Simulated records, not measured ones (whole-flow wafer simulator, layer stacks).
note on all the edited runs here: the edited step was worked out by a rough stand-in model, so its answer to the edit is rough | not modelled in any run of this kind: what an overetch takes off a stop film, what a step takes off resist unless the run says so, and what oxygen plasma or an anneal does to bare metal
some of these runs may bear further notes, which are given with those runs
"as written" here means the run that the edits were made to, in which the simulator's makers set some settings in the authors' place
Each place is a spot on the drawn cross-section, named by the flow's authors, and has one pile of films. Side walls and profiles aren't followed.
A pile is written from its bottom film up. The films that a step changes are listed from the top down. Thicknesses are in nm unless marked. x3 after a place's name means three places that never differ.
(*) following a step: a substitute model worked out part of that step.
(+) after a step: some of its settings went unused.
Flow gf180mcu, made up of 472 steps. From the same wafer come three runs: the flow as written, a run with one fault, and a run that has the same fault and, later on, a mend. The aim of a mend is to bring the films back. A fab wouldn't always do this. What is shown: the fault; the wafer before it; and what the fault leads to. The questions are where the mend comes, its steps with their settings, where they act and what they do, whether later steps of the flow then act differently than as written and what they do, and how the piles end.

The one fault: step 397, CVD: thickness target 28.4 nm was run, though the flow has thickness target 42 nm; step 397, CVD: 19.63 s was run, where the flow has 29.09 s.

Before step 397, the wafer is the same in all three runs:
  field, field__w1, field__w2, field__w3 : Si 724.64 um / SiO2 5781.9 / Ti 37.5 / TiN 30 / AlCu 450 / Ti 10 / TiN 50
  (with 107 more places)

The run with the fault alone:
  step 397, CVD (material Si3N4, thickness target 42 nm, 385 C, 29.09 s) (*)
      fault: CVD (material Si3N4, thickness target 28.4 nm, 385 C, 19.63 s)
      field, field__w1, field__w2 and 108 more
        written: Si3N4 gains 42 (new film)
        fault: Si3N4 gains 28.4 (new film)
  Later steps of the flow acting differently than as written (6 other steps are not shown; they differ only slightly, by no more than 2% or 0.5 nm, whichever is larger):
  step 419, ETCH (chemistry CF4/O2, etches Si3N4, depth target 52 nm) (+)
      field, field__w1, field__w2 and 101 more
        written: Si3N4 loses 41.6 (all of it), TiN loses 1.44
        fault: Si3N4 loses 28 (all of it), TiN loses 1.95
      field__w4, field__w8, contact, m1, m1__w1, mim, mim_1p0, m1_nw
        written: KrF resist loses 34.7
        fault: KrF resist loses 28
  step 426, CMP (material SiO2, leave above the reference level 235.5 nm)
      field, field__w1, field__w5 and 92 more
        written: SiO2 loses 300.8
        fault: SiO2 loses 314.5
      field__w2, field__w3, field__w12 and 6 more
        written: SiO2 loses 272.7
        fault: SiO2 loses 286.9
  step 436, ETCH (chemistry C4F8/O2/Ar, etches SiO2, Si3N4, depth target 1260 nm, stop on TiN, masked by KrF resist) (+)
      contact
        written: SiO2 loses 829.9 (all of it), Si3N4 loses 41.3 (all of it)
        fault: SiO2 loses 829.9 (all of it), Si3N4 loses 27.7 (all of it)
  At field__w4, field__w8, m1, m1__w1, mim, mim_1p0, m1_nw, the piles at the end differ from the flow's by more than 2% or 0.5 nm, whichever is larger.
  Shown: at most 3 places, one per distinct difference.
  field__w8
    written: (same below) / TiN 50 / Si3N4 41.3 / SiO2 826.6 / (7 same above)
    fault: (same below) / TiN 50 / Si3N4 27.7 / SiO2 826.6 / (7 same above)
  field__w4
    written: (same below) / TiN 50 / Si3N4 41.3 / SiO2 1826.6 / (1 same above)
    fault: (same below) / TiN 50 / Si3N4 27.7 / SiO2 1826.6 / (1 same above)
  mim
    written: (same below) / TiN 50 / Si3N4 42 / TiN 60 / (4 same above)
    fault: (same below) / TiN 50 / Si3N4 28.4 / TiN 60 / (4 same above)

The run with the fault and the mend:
  After step 397 comes the mend.
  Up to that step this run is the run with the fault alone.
  step 397a, CVD (material Si3N4, thickness target 13.6 nm, 385 C, 9.418 s) (a further turn of the flow's step 397, with different settings)
      field, field__w1, field__w2 and 108 more
        Si3N4 gains 13.6
  Later steps of the flow that are run all act as written at every place that is followed, up to a difference of at most 2% or 0.5 nm, whichever is larger.
  The piles end only slightly different from the flow's at the places that both follow, by no more than 2% or 0.5 nm, whichever is larger.
